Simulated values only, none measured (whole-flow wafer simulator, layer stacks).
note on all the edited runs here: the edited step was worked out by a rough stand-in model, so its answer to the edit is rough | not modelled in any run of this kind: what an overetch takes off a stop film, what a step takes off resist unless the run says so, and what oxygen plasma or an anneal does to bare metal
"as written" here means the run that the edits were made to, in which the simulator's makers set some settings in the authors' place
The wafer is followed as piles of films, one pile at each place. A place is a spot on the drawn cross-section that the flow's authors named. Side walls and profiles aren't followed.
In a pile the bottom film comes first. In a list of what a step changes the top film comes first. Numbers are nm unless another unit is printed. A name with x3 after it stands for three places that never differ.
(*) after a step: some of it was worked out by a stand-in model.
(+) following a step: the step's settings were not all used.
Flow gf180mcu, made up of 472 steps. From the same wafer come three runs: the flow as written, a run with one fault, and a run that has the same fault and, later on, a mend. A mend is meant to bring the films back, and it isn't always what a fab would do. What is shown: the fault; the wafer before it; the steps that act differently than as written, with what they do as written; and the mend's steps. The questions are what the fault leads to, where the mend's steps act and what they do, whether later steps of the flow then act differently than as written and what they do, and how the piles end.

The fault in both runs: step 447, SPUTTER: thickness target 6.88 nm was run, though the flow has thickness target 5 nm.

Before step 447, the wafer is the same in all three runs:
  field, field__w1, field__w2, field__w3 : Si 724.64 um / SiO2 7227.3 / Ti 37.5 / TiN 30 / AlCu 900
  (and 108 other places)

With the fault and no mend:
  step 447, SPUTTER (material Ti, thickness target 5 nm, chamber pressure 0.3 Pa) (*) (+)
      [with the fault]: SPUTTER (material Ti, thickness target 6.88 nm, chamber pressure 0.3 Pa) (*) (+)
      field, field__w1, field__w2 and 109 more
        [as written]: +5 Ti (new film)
        [with the fault]: +6.88 Ti (new film)
  Steps later in the flow that act otherwise than as written (5 more steps, not shown, differ only slightly: by at most 2% or 0.5 nm, whichever is larger):
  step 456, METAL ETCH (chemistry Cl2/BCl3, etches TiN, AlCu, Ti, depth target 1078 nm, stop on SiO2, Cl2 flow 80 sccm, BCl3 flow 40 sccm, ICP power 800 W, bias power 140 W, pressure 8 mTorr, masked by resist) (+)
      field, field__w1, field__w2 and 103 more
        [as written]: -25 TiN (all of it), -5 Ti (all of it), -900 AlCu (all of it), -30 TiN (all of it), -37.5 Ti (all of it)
        [with the fault]: -25 TiN (all of it), -6.88 Ti (all of it), -900 AlCu (all of it), -30 TiN (all of it), -37.5 Ti (all of it)
  By the end, the piles at field__w8, contact, m1, m1__w1, pad, m1_nw depart from the flow's by more than 2% or 0.5 nm, whichever is larger.
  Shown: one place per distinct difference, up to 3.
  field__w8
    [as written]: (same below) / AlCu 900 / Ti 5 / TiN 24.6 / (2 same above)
    [with the fault]: (same below) / AlCu 900 / Ti 6.88 / TiN 24.6 / (2 same above)
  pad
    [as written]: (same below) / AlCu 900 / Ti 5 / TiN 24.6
    [with the fault]: (same below) / AlCu 900 / Ti 6.88 / TiN 24.6

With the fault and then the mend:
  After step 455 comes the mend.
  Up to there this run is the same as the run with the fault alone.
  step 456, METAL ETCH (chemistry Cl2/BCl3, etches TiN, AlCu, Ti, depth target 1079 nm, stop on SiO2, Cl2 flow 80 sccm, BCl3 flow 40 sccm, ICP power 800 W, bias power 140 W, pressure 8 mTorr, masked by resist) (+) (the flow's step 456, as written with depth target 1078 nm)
      field, field__w1, field__w2 and 103 more
        -25 TiN (all of it), -6.88 Ti (all of it), -900 AlCu (all of it), -30 TiN (all of it), -37.5 Ti (all of it)
      field__w8, contact, m1, m1__w1, pad, m1_nw
        -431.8 resist
  None of the later steps of the flow differs from how it acts as written, at any place that is followed, by more than 2% or 0.5 nm, whichever is larger.
  By the end, the piles at field__w8, contact, m1, m1__w1, pad, m1_nw depart from the flow's by more than 2% or 0.5 nm, whichever is larger.
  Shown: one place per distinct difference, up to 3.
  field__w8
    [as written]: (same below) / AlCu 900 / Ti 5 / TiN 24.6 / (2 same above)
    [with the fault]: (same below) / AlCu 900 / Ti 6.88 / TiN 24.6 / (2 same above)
    [with the mend]: (same below) / AlCu 900 / Ti 6.88 / TiN 24.6 / (2 same above)
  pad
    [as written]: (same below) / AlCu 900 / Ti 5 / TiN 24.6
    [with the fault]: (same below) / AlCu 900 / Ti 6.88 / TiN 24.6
    [with the mend]: (same below) / AlCu 900 / Ti 6.88 / TiN 24.6
